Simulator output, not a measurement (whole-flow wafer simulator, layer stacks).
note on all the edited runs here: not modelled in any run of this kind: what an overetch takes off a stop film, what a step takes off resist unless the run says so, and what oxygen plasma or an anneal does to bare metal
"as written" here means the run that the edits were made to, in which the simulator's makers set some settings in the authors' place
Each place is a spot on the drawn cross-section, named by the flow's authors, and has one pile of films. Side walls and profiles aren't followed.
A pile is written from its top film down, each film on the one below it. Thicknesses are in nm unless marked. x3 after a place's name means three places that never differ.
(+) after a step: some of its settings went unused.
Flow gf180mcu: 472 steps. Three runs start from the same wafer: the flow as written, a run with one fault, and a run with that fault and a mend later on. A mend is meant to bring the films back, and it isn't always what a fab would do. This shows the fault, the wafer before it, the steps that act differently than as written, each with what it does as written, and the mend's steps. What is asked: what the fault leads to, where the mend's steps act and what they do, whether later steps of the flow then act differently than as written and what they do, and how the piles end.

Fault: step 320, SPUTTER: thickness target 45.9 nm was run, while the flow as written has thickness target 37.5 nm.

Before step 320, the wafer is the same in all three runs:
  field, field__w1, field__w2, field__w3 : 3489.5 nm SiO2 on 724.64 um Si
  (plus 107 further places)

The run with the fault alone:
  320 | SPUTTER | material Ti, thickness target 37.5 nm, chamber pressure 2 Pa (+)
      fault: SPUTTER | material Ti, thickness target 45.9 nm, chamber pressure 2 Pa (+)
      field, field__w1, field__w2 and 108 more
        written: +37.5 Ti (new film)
        fault: +45.9 Ti (new film)
  Steps further on in the flow that do not act as written:
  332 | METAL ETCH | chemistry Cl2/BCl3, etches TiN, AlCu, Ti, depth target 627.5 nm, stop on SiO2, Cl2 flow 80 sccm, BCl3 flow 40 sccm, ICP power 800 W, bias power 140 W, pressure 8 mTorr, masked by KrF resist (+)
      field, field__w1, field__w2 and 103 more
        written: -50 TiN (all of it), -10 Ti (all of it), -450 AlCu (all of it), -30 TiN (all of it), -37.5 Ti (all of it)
        fault: -50 TiN (all of it), -10 Ti (all of it), -450 AlCu (all of it), -30 TiN (all of it), -45.9 Ti (all of it)
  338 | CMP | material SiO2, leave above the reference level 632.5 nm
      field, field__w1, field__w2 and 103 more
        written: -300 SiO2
        fault: -291.6 SiO2
  At field__w8, contact, m1, m1__w1, m1_nw, the piles at the end differ from the flow's by more than 2% or 0.5 nm, whichever is larger.
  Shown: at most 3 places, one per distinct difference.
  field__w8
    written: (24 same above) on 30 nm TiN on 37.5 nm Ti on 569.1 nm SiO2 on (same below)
    fault: (24 same above) on 30 nm TiN on 45.9 nm Ti on 569.1 nm SiO2 on (same below)
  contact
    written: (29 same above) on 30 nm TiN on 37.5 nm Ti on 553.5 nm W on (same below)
    fault: (29 same above) on 30 nm TiN on 45.9 nm Ti on 553.5 nm W on (same below)

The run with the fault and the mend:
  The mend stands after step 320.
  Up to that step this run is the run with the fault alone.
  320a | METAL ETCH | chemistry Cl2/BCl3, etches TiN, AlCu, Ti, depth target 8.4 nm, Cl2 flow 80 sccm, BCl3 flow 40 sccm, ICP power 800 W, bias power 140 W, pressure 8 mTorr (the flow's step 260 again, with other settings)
      field, field__w1, field__w2 and 108 more
        -8.4 Ti
  Later steps of the flow that are run all act as written at every place that is followed.
  The piles end the same as the flow's at every place that both follow.
